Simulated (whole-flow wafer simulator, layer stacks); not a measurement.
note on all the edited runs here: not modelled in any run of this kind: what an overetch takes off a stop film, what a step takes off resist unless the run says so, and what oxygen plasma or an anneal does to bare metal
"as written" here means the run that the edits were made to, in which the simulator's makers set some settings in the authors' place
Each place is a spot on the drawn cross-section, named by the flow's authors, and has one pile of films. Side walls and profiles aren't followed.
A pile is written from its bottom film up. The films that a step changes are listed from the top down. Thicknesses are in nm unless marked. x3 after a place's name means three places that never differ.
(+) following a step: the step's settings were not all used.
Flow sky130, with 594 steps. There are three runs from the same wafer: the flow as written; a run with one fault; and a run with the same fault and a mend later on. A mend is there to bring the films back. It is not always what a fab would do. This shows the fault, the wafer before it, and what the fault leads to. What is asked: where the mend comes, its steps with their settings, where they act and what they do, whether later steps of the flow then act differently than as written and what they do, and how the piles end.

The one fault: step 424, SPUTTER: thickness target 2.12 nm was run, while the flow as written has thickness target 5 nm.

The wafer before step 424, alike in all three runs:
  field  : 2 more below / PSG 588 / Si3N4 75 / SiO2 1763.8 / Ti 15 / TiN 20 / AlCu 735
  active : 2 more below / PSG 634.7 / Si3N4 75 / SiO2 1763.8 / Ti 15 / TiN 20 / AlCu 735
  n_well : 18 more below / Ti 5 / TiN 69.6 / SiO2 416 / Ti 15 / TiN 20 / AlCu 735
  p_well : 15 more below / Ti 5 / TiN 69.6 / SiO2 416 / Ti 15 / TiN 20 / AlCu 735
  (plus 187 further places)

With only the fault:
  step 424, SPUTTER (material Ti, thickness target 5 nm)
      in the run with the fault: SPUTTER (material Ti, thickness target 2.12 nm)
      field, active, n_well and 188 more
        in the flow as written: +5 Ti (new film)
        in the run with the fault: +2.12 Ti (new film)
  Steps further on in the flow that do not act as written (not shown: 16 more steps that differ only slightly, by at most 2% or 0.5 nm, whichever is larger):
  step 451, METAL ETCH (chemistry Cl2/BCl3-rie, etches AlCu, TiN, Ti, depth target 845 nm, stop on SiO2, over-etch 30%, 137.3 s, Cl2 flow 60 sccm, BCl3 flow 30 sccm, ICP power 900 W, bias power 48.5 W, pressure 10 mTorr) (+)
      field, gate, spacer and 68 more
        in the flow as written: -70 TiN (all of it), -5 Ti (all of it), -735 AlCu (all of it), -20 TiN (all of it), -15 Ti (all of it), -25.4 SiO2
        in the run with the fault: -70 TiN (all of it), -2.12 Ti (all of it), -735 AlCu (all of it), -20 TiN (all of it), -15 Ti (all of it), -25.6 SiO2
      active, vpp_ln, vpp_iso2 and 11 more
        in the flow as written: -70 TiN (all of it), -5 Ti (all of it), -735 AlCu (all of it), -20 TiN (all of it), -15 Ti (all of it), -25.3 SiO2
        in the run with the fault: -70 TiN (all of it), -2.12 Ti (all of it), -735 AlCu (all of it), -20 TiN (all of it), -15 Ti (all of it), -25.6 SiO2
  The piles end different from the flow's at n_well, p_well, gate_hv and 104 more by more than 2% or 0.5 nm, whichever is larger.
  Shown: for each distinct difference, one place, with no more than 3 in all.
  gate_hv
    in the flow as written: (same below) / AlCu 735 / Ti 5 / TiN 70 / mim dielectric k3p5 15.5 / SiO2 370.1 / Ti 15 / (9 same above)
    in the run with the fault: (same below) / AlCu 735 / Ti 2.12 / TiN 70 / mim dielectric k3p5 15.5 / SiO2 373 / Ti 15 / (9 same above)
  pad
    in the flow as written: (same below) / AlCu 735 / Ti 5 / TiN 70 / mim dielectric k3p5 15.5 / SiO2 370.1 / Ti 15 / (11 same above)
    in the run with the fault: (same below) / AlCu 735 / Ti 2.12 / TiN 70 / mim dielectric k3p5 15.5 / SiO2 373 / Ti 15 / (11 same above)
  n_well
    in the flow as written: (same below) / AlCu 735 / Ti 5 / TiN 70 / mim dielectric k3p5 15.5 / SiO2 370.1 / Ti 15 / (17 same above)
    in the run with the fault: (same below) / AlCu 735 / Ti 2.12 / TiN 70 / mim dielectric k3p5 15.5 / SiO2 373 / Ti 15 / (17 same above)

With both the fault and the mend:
  The mend stands after step 424.
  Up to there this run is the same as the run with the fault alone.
  step 424a, SPUTTER (material Ti, thickness target 2.88 nm) (the flow's step 424, run once more with other settings)
      field, active, n_well and 188 more
        +2.88 Ti
  Every later step of the flow that is run acts as written at every place that is followed.
  At every place that both follow, the piles at the end match the flow's.
